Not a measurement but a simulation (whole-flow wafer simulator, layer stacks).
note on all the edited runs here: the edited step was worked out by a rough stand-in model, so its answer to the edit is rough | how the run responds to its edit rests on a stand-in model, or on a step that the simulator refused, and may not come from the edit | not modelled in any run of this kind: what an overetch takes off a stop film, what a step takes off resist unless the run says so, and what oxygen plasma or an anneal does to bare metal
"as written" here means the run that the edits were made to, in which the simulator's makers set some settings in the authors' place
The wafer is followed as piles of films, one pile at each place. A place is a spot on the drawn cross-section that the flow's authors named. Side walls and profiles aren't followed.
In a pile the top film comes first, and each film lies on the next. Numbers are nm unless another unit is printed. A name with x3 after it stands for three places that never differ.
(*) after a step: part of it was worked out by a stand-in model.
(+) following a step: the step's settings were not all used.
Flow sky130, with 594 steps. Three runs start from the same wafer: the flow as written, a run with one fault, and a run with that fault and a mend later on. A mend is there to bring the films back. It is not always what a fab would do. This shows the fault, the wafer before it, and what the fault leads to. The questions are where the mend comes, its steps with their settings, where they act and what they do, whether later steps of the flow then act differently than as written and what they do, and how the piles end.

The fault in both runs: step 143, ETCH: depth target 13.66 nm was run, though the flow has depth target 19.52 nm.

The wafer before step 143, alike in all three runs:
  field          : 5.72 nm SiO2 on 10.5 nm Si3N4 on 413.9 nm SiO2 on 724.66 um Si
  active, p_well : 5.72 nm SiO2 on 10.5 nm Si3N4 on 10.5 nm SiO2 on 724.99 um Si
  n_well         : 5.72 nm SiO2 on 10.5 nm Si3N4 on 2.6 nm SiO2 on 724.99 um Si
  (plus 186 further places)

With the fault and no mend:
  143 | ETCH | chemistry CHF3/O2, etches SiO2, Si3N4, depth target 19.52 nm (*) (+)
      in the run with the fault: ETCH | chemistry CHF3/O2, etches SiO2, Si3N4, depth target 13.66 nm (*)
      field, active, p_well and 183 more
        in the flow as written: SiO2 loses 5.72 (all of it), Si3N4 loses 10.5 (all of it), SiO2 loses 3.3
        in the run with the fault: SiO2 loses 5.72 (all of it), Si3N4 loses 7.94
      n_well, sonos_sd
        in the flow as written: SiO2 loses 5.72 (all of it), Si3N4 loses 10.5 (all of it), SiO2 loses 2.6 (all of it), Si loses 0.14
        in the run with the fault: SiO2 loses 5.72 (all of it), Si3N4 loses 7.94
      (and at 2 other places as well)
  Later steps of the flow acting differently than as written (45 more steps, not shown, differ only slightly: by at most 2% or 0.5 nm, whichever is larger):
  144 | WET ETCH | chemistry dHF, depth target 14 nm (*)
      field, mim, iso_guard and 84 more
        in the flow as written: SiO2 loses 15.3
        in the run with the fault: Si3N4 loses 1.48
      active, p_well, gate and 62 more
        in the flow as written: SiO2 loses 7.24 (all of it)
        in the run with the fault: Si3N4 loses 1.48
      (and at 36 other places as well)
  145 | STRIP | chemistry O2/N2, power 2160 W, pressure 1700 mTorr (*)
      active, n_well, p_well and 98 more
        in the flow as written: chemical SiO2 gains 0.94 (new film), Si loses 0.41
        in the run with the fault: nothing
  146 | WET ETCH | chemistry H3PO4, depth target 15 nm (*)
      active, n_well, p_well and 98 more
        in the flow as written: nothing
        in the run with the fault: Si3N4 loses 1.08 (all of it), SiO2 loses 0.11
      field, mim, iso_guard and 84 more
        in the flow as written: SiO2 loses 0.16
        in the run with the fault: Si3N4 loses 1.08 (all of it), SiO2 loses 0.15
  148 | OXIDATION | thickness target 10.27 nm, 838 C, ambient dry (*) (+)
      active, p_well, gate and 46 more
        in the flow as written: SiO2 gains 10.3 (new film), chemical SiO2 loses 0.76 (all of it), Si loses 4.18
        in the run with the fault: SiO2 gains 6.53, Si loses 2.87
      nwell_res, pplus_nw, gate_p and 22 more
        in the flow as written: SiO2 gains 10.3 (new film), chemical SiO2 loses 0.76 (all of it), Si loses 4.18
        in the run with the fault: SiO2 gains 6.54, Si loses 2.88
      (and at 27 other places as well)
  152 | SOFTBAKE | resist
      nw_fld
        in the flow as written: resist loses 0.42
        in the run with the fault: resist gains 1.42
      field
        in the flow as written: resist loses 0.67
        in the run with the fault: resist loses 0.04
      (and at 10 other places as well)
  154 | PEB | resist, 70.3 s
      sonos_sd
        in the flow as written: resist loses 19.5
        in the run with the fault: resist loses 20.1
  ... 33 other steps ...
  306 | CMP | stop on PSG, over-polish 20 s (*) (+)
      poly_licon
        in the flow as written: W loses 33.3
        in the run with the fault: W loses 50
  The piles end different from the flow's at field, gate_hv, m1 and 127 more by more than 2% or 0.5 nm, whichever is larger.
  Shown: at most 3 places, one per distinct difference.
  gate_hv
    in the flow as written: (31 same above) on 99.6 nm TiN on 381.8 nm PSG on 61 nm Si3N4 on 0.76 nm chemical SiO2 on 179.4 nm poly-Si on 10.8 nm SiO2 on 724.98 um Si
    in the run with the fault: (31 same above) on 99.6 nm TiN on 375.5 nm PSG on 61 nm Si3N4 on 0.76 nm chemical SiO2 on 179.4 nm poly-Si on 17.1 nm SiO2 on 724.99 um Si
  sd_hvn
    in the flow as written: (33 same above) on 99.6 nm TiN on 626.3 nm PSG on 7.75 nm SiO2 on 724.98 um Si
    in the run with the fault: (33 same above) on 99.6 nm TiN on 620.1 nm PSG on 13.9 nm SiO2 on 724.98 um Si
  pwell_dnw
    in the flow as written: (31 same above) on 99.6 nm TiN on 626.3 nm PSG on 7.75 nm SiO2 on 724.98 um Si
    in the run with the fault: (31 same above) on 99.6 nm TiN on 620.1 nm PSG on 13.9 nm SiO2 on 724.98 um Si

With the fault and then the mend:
  The mend follows step 143.
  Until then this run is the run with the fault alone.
  143a | ETCH | chemistry CHF3/O2, etches SiO2, Si3N4, depth target 5.856 nm (*) (+) (a further turn of the flow's step 143, with different settings)
      field, active, p_well and 183 more
        Si3N4 loses 2.56 (all of it), SiO2 loses 3.3
      n_well, sonos_sd
        Si3N4 loses 2.56 (all of it), SiO2 loses 2.6 (all of it), Si loses 0.14
      sonos_cell, sonos_cell_x
        resist loses 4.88
  Every later step of the flow that is run acts as written, at every place that is followed, to within 2% or 0.5 nm, whichever is larger.
  At every place that both follow, the piles at the end match the flow's.
